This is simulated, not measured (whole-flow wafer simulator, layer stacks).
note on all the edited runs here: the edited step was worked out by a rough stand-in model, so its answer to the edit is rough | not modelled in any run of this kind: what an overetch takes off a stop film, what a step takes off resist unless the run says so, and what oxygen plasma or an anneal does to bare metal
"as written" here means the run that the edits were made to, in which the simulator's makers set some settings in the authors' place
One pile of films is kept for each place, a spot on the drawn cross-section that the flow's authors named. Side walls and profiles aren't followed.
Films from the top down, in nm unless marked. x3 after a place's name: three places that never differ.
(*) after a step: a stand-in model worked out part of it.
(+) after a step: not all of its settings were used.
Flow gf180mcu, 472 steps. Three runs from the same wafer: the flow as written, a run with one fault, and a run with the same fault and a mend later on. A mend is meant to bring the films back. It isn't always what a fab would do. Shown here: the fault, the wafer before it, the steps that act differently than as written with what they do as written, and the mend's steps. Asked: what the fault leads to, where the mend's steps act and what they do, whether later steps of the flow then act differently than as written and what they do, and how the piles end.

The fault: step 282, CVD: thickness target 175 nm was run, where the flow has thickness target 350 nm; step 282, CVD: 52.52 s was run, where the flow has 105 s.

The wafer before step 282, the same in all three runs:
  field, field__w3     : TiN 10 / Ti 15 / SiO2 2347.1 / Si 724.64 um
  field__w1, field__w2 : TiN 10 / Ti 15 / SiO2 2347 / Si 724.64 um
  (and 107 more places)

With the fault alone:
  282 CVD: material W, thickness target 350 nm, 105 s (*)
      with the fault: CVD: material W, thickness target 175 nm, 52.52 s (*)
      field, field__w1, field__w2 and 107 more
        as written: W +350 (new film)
        with the fault: W +176.3 (new film)
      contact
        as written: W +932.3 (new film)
        with the fault: W +758.5 (new film)
  Later steps of the flow that act differently than as written:
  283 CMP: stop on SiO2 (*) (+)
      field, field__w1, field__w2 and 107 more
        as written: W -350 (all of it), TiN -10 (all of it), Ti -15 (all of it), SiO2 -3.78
        with the fault: W -176.3 (all of it), TiN -10 (all of it), Ti -15 (all of it), SiO2 -2.03
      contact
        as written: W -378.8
        with the fault: W -203.3
  At the end the piles differ from the flow's only slightly at the places that both follow, by at most 2% or 0.5 nm, whichever is larger.

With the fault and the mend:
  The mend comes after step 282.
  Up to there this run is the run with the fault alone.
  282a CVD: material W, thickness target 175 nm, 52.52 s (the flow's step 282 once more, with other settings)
      field, field__w1, field__w2 and 108 more
        W +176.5
  No later step of the flow acts differently than as written, at any place that is followed, by more than 2% or 0.5 nm, whichever is larger.
  At the end the piles differ from the flow's only slightly at the places that both follow, by at most 2% or 0.5 nm, whichever is larger.
